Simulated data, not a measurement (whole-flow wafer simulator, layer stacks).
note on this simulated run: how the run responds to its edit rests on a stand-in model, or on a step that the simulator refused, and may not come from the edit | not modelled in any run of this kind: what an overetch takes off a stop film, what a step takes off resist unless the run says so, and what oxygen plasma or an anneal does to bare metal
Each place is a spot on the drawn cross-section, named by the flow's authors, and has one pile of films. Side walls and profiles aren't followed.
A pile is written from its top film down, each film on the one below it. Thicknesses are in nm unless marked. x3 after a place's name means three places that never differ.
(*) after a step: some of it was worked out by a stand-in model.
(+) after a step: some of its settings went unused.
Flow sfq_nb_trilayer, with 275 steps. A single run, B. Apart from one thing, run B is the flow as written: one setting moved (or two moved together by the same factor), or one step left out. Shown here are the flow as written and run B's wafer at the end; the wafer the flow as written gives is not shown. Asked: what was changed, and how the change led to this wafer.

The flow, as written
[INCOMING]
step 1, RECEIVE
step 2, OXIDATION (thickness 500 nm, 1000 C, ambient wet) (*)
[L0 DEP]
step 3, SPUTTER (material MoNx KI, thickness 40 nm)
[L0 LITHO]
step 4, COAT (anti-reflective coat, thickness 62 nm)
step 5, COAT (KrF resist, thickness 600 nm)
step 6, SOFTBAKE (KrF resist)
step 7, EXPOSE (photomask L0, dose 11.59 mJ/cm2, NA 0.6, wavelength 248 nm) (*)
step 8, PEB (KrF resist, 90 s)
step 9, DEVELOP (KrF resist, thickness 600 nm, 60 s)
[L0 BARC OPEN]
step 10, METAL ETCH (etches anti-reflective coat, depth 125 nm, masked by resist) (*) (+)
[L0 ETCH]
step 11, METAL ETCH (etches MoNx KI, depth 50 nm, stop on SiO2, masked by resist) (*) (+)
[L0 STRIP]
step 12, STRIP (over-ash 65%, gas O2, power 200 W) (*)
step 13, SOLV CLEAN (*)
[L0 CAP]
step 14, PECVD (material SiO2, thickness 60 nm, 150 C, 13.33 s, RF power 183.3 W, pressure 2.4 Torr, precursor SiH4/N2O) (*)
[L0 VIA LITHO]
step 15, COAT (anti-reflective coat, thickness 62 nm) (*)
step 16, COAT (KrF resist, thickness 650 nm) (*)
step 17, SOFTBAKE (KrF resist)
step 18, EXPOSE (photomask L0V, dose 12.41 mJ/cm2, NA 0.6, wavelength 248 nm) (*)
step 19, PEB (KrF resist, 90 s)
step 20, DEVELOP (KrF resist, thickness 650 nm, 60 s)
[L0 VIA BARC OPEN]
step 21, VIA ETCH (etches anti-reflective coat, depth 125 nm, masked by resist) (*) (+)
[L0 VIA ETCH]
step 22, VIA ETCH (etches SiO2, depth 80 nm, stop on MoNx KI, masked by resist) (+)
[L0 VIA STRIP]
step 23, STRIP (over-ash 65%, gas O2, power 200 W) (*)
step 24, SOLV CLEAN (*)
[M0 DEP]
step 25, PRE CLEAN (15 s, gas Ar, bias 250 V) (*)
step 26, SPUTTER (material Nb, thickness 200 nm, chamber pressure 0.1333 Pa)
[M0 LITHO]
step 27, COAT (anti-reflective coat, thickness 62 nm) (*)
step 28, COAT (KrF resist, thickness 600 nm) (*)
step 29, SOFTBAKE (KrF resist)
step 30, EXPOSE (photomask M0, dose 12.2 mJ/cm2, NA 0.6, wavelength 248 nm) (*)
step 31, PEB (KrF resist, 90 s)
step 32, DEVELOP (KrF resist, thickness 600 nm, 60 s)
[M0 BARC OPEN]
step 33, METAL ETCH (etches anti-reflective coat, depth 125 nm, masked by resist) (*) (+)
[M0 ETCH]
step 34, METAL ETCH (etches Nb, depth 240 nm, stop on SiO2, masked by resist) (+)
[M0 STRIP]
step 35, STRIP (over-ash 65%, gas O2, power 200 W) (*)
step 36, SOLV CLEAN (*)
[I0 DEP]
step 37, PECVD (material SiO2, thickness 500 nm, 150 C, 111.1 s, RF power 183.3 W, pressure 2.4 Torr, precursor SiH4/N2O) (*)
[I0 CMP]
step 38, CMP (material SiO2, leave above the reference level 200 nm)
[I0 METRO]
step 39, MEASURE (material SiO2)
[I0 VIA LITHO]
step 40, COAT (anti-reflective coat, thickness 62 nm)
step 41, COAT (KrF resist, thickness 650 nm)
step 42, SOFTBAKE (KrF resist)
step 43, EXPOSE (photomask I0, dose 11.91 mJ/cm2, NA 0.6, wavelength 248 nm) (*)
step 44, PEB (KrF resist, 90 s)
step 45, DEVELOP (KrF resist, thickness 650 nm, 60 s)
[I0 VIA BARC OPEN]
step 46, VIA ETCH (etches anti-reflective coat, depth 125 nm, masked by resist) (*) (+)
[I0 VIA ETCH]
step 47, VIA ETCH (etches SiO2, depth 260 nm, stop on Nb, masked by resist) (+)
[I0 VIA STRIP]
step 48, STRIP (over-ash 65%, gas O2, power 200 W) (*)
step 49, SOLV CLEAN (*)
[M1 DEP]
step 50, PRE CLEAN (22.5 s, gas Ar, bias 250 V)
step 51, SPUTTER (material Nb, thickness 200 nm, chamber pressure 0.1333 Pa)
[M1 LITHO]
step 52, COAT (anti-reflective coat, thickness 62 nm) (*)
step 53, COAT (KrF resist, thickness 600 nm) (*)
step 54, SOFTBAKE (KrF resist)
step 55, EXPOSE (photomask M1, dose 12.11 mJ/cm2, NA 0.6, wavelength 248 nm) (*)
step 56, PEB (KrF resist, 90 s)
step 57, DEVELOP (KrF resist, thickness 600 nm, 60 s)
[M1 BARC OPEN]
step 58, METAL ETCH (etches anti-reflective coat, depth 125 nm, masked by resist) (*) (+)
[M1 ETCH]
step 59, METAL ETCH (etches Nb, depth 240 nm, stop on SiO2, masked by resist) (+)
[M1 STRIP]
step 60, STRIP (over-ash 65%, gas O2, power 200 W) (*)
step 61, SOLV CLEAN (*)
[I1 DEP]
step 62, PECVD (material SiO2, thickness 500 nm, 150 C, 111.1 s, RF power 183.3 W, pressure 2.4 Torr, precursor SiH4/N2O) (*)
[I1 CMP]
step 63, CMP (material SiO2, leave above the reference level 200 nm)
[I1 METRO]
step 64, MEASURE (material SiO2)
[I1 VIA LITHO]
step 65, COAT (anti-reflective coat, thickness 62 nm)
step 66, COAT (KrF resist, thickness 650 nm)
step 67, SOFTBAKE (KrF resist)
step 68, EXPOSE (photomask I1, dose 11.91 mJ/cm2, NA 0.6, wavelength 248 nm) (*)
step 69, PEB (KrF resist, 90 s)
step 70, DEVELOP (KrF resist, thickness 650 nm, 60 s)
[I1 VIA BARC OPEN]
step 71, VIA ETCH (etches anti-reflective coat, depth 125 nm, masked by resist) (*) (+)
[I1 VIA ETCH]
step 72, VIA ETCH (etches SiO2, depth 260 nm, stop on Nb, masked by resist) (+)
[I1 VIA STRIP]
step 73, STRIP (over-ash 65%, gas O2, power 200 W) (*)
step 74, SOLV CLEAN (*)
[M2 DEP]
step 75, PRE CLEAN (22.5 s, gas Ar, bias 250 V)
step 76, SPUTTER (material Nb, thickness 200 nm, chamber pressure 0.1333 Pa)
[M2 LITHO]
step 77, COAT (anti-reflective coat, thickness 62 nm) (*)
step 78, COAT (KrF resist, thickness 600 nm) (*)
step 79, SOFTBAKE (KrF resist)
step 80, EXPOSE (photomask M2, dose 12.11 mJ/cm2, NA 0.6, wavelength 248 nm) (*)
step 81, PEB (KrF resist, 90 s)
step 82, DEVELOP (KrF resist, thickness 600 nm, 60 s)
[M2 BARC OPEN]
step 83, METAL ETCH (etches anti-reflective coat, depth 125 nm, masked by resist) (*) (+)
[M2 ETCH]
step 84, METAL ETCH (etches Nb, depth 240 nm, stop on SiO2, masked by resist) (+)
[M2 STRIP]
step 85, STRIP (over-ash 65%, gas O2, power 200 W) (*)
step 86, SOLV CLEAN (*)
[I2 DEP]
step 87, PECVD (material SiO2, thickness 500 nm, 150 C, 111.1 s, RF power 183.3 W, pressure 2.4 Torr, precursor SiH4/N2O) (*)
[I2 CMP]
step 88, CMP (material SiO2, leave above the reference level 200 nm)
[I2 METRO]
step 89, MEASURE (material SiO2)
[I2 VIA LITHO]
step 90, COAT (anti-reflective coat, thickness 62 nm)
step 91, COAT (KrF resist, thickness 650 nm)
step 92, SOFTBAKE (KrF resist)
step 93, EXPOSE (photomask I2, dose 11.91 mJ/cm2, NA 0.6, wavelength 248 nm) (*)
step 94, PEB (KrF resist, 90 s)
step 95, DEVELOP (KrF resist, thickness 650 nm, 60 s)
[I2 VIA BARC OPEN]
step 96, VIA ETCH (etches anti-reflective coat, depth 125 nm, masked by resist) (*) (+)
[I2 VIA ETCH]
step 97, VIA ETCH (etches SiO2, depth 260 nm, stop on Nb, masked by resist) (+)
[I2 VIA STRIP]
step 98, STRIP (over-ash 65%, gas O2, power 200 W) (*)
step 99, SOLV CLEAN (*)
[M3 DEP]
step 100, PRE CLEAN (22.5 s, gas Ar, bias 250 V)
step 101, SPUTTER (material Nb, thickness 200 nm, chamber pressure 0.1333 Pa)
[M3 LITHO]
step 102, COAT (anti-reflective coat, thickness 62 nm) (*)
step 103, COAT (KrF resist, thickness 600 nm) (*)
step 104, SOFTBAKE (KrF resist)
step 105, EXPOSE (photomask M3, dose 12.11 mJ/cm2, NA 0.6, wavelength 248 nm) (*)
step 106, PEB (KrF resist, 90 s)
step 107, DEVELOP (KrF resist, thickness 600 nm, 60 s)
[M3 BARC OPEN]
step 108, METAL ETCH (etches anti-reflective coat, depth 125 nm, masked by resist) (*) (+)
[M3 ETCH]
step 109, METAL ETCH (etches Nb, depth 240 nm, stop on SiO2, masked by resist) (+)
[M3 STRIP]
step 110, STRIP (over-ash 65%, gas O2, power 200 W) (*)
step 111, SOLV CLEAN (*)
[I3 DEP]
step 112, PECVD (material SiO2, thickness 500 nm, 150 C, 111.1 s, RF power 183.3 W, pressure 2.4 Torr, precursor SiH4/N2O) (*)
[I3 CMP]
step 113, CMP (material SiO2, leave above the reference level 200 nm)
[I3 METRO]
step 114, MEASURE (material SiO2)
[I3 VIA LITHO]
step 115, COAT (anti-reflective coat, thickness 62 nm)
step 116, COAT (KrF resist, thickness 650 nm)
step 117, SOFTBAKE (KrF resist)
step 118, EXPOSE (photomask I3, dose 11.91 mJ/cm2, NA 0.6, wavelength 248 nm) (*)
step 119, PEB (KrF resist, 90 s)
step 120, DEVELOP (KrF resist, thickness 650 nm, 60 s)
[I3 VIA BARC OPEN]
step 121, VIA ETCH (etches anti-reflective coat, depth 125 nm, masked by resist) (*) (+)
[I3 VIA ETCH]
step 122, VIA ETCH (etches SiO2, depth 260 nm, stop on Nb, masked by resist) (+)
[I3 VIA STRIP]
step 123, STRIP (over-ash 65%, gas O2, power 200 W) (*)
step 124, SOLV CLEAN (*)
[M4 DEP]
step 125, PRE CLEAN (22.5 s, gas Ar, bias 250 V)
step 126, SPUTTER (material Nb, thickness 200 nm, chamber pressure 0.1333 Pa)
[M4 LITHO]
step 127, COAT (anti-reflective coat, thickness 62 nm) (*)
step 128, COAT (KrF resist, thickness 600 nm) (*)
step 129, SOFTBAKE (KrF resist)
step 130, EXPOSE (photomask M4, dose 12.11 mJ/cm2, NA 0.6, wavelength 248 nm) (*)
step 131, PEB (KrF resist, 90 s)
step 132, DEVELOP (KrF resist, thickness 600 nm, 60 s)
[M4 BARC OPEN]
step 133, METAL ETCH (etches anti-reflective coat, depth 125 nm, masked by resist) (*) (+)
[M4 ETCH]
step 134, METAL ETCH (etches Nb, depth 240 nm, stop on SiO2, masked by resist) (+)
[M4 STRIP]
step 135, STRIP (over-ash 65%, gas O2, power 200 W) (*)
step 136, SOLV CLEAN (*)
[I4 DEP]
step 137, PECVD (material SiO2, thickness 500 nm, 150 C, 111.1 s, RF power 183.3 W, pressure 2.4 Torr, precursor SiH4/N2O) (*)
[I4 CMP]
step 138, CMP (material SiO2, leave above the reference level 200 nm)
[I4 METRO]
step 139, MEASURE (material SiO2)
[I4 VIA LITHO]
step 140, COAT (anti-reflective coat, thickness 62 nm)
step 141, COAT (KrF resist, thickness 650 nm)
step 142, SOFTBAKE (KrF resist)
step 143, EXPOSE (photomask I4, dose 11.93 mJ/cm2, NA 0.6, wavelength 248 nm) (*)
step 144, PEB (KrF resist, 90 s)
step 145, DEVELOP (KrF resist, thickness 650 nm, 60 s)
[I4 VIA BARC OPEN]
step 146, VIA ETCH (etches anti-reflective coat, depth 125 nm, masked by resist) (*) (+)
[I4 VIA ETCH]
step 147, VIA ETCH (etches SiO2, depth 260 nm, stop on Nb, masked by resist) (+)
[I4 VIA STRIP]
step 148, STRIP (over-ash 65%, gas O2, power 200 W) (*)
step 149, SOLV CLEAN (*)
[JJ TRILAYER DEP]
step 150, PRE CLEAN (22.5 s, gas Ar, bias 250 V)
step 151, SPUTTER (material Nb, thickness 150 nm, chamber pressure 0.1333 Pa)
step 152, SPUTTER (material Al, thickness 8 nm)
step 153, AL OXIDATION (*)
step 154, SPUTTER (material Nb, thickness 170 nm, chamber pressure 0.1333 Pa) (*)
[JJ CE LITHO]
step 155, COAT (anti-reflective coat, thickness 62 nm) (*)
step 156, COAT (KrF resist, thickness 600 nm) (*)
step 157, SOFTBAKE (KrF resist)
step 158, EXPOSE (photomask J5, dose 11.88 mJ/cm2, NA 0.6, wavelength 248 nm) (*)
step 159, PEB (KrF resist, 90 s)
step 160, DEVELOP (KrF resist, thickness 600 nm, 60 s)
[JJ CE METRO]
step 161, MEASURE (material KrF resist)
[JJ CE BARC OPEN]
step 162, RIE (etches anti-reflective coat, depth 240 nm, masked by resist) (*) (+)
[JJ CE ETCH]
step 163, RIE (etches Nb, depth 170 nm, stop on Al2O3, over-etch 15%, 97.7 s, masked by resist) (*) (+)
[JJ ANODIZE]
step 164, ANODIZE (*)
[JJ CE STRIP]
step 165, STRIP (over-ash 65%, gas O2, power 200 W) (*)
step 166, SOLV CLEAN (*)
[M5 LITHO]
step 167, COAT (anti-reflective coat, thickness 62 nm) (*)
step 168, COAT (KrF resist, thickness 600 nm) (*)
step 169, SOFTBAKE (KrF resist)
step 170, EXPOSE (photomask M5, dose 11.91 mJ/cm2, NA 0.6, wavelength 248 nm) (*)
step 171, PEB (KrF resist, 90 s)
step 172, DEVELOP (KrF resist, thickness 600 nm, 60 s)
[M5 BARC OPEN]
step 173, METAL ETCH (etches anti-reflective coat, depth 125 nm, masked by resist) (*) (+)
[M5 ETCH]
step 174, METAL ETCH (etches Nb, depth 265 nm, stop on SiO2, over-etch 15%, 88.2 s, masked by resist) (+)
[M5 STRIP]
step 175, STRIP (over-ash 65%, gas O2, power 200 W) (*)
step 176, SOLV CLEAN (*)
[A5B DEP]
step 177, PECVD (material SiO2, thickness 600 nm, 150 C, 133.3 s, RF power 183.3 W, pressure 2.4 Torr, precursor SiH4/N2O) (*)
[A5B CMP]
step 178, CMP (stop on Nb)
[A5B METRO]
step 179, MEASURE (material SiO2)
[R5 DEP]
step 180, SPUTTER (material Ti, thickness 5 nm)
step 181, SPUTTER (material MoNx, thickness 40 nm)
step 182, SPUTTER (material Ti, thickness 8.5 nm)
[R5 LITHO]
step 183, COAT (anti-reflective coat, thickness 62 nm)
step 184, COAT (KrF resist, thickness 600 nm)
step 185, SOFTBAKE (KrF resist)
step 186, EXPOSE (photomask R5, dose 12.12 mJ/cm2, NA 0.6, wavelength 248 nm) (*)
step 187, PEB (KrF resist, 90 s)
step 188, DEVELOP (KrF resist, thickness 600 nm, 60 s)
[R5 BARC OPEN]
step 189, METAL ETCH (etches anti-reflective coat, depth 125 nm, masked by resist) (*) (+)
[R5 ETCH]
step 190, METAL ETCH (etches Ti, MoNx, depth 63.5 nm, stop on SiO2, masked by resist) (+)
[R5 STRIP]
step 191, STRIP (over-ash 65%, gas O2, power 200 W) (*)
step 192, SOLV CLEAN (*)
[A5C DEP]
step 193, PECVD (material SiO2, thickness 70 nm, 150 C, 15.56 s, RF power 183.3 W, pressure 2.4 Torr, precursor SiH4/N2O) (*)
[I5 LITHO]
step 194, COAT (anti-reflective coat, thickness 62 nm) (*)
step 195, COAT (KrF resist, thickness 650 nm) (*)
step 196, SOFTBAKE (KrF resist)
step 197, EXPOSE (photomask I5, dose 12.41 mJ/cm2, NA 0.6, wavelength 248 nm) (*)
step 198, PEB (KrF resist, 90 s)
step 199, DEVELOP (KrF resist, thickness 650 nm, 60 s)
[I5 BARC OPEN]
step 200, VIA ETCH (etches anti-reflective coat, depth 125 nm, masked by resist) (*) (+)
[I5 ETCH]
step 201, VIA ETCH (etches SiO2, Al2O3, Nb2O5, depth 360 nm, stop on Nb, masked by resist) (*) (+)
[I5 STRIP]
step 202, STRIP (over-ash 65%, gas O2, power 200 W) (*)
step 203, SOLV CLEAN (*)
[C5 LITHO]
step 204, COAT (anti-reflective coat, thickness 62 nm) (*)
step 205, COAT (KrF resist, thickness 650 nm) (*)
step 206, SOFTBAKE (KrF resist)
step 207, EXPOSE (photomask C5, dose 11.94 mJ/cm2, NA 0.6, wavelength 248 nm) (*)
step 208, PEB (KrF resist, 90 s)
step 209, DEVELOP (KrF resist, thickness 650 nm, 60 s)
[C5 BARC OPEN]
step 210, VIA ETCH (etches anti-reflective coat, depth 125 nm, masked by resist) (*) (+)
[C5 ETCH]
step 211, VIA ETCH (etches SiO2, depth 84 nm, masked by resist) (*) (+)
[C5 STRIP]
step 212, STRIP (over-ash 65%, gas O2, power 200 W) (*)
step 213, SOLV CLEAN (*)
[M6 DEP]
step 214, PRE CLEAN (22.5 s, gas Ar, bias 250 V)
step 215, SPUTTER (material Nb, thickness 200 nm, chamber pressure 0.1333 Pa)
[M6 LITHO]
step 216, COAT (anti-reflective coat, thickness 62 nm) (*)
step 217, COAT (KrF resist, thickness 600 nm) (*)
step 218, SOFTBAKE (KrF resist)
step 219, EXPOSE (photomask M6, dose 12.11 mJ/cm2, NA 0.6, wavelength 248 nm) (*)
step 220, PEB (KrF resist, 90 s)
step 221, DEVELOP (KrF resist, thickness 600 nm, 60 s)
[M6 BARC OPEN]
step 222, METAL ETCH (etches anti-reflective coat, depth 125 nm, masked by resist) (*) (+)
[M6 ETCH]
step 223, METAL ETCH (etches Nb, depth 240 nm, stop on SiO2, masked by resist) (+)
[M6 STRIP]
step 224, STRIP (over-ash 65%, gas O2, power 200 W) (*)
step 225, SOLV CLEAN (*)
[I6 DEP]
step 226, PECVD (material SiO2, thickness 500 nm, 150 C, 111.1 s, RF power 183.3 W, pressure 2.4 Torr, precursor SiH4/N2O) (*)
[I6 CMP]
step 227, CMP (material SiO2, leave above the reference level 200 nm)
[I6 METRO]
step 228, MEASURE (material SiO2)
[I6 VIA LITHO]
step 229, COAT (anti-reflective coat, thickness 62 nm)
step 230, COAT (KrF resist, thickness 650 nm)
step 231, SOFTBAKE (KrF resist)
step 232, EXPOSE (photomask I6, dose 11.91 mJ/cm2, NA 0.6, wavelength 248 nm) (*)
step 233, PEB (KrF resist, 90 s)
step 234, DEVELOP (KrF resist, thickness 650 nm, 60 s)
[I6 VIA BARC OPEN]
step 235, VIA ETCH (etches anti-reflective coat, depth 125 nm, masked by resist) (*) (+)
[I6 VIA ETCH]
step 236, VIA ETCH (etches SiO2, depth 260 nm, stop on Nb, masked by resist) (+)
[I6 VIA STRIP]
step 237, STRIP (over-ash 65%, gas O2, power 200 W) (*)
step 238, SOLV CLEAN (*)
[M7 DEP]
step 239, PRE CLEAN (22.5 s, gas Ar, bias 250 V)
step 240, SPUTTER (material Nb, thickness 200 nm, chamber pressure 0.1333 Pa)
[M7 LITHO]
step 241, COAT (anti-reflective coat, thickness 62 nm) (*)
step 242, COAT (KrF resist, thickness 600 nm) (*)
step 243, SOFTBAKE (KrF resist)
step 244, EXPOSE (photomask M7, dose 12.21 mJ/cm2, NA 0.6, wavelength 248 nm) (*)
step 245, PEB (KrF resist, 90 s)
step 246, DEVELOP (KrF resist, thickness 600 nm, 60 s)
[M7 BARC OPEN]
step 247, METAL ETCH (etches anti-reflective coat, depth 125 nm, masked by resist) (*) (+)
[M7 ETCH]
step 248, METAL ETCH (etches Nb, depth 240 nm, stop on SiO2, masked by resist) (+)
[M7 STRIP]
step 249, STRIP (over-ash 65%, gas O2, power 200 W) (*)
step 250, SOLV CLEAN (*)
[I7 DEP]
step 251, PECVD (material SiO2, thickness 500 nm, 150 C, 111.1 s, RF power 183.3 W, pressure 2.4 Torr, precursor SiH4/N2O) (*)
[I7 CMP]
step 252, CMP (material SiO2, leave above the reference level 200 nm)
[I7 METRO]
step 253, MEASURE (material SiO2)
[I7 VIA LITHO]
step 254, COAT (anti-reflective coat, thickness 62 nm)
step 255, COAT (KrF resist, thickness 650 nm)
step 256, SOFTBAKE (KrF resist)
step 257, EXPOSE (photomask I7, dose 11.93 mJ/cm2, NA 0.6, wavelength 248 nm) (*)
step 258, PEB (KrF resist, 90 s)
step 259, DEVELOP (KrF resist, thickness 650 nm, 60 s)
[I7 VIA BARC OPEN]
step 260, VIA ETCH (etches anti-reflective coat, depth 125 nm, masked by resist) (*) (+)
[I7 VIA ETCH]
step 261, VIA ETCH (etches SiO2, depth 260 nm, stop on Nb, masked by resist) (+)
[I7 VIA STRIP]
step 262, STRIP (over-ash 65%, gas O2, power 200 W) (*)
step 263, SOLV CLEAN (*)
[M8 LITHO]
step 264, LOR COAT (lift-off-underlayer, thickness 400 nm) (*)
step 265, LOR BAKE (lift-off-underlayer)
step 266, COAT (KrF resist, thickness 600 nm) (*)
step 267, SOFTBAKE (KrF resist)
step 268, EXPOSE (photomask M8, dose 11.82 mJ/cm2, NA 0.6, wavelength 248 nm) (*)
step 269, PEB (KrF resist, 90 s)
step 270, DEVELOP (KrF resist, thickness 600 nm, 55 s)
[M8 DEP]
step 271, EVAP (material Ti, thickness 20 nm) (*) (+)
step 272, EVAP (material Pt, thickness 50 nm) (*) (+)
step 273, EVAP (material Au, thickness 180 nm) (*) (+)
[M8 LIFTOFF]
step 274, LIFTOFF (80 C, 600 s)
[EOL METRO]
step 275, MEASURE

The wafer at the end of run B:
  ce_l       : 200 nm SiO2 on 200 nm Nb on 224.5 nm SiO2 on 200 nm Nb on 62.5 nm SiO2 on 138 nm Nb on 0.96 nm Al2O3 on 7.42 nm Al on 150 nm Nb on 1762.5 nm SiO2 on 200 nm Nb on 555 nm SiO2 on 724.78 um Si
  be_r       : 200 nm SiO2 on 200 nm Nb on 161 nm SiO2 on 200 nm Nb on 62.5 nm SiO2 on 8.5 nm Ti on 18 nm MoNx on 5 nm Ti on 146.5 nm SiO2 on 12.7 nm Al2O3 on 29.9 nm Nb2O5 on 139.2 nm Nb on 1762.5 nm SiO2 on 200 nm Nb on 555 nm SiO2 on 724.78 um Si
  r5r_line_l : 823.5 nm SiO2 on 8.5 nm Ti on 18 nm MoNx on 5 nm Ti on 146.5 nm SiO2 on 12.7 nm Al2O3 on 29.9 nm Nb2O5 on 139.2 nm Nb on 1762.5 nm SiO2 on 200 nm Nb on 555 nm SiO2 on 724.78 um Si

What caused this: step 181, SPUTTER: thickness 18 nm was run, though the flow has thickness 40 nm.
The wafer itself shows it: be_r has MoNx 18, and step 181 as written asks for 40 nm.

Step by step, how the change led to this:
  step 181, SPUTTER (material MoNx, thickness 40 nm)
      field_l, v_sur, via_wl and 103 more: MoNx gains 18 (new film) (as written it would have been: MoNx gains 40 (new film))
  step 190, METAL ETCH (etches Ti, MoNx, depth 63.5 nm, stop on SiO2, masked by resist) (+)
      field_l, v_sur, via_wl and 92 more: Ti loses 8.5 (all of it), MoNx loses 18 (all of it), Ti loses 5 (all of it) (as written it would have been: Ti loses 8.5 (all of it), MoNx loses 40 (all of it), Ti loses 5 (all of it))
      ce_l, c5j, ce_r, wl_jj: Ti loses 8.5 (all of it), MoNx loses 18 (all of it), Ti loses 5 (all of it), Nb loses 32 (as written it would have been: Ti loses 8.5 (all of it), MoNx loses 40 (all of it), Ti loses 5 (all of it), Nb loses 10)
  step 194, COAT (anti-reflective coat, thickness 62 nm) (*)
      wl_j_sl, wl_j_sr: anti-reflective coat gains 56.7 (new film) (as written it would have been: anti-reflective coat gains 60.2 (new film))
      r5r_spacepad_l, r5r_spacepad_r: anti-reflective coat gains 74.9 (new film) (as written it would have been: anti-reflective coat gains 84.4 (new film))
      (also at 15 further places)
  step 202, STRIP (over-ash 65%, gas O2, power 200 W) (*)
      wl_j_sl, wl_j_sr: KrF resist loses 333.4 (all of it), anti-reflective coat loses 56.7 (all of it) (as written it would have been: KrF resist loses 333.3 (all of it), anti-reflective coat loses 60.2 (all of it))
      r5r_spacepad_l, r5r_spacepad_r: KrF resist loses 334.8 (all of it), anti-reflective coat loses 74.9 (all of it) (as written it would have been: KrF resist loses 335.6 (all of it), anti-reflective coat loses 84.4 (all of it))
      (also at 15 further places)
  step 204, COAT (anti-reflective coat, thickness 62 nm) (*)
      wl_j_sl, wl_j_sr: anti-reflective coat gains 56.7 (new film) (as written it would have been: anti-reflective coat gains 60.2 (new film))
      r5r_spacepad_l, r5r_spacepad_r: anti-reflective coat gains 74.9 (new film) (as written it would have been: anti-reflective coat gains 84.4 (new film))
      (also at 15 further places)
  step 210, VIA ETCH (etches anti-reflective coat, depth 125 nm, masked by resist) (*) (+)
      field_l, v_sur, via_wl and 101 more: KrF resist loses 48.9 (as written it would have been: KrF resist loses 47.4)
      c5j: anti-reflective coat loses 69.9 (all of it), SiO2 loses 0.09 (as written it would have been: anti-reflective coat loses 63.9 (all of it), SiO2 loses 0.11)
      (also at 1 further place)
  step 212, STRIP (over-ash 65%, gas O2, power 200 W) (*)
      wl_j_sl, wl_j_sr: KrF resist loses 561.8 (all of it), anti-reflective coat loses 56.7 (all of it) (as written it would have been: KrF resist loses 563.4 (all of it), anti-reflective coat loses 60.2 (all of it))
      r5r_spacepad_l, r5r_spacepad_r: KrF resist loses 563.2 (all of it), anti-reflective coat loses 74.9 (all of it) (as written it would have been: KrF resist loses 565.8 (all of it), anti-reflective coat loses 84.4 (all of it))
      (also at 13 further places)
  step 216, COAT (anti-reflective coat, thickness 62 nm) (*)
      r5r_line_l, r5r_line_c, r5r_line_r: anti-reflective coat gains 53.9 (new film) (as written it would have been: anti-reflective coat gains 50 (new film))
      wl_j_sl, wl_j_sr: anti-reflective coat gains 56.8 (new film) (as written it would have been: anti-reflective coat gains 60.2 (new film))
      (also at 14 further places)
  step 222, METAL ETCH (etches anti-reflective coat, depth 125 nm, masked by resist) (*) (+)
      r5r_line_l, r5r_line_c, r5r_line_r: anti-reflective coat loses 53.9 (all of it) (as written it would have been: anti-reflective coat loses 50 (all of it))
      r5r_spacepad_l, r5r_spacepad_r: anti-reflective coat loses 75.3 (all of it) (as written it would have been: anti-reflective coat loses 85.7 (all of it))
      (also at 2 further places)
  step 224, STRIP (over-ash 65%, gas O2, power 200 W) (*)
      wl_j_sl, wl_j_sr: KrF resist loses 382.3 (all of it), anti-reflective coat loses 56.8 (all of it) (as written it would have been: KrF resist loses 382.5 (all of it), anti-reflective coat loses 60.2 (all of it))
      jj_sur: KrF resist loses 377 (all of it), anti-reflective coat loses 52.3 (all of it) (as written it would have been: KrF resist loses 378.5 (all of it), anti-reflective coat loses 56.1 (all of it))
      (also at 9 further places)
  step 226, PECVD (material SiO2, thickness 500 nm, 150 C, 111.1 s, RF power 183.3 W, pressure 2.4 Torr, precursor SiH4/N2O) (*)
      r5r_spacepad_l, r5r_spacepad_r: SiO2 gains 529 (as written it would have been: SiO2 gains 553.5)
  step 227, CMP (material SiO2, leave above the reference level 200 nm)
      ce_l, ce_r, wl_jj: SiO2 loses 268 (as written it would have been: SiO2 loses 290)
      be_r, r_sur, r_end: SiO2 loses 331.5 (as written it would have been: SiO2 loses 353.5)
      (also at 7 further places)
